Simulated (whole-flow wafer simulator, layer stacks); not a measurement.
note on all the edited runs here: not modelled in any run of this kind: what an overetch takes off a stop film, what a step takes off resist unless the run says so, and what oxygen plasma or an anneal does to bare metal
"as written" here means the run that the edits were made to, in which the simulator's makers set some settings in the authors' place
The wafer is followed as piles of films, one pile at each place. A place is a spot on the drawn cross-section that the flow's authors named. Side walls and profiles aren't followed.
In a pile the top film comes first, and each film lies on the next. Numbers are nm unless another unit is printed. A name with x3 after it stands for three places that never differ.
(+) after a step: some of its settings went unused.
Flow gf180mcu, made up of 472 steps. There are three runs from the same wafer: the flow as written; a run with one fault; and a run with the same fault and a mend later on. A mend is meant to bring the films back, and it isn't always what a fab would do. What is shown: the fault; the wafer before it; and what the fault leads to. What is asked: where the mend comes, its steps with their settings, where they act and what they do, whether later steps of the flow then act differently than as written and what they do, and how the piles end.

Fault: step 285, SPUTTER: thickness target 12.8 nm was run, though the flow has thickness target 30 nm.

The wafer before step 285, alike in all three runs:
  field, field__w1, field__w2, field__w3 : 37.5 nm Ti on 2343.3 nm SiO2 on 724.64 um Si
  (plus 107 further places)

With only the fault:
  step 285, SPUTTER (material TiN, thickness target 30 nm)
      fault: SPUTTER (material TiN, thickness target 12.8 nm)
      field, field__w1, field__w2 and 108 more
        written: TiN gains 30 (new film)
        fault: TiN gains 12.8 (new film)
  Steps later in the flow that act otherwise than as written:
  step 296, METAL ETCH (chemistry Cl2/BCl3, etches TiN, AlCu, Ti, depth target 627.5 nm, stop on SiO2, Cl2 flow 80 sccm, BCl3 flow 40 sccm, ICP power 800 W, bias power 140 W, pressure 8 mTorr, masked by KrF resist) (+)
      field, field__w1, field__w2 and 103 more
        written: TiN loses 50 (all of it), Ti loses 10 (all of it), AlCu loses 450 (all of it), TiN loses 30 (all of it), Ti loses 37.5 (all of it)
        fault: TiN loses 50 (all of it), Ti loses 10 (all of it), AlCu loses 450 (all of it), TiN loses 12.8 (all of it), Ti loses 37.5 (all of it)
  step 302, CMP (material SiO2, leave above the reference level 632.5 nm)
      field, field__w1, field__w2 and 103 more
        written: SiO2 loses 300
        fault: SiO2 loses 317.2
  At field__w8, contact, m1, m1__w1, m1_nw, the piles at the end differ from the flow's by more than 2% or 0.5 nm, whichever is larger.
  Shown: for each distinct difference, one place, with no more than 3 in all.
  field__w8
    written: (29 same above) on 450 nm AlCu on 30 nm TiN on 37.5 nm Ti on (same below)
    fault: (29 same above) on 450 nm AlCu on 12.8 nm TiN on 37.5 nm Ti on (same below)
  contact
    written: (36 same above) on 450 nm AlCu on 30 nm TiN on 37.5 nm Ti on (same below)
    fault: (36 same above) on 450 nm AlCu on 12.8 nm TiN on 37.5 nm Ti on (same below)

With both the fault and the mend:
  The mend stands after step 285.
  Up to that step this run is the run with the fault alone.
  step 285a, SPUTTER (material TiN, thickness target 17.2 nm) (the flow's step 285, run once more with other settings)
      field, field__w1, field__w2 and 108 more
        TiN gains 17.2
  Every later step of the flow that is run acts as written at every place that is followed.
  By the end, the piles equal the flow's at every place that both follow.
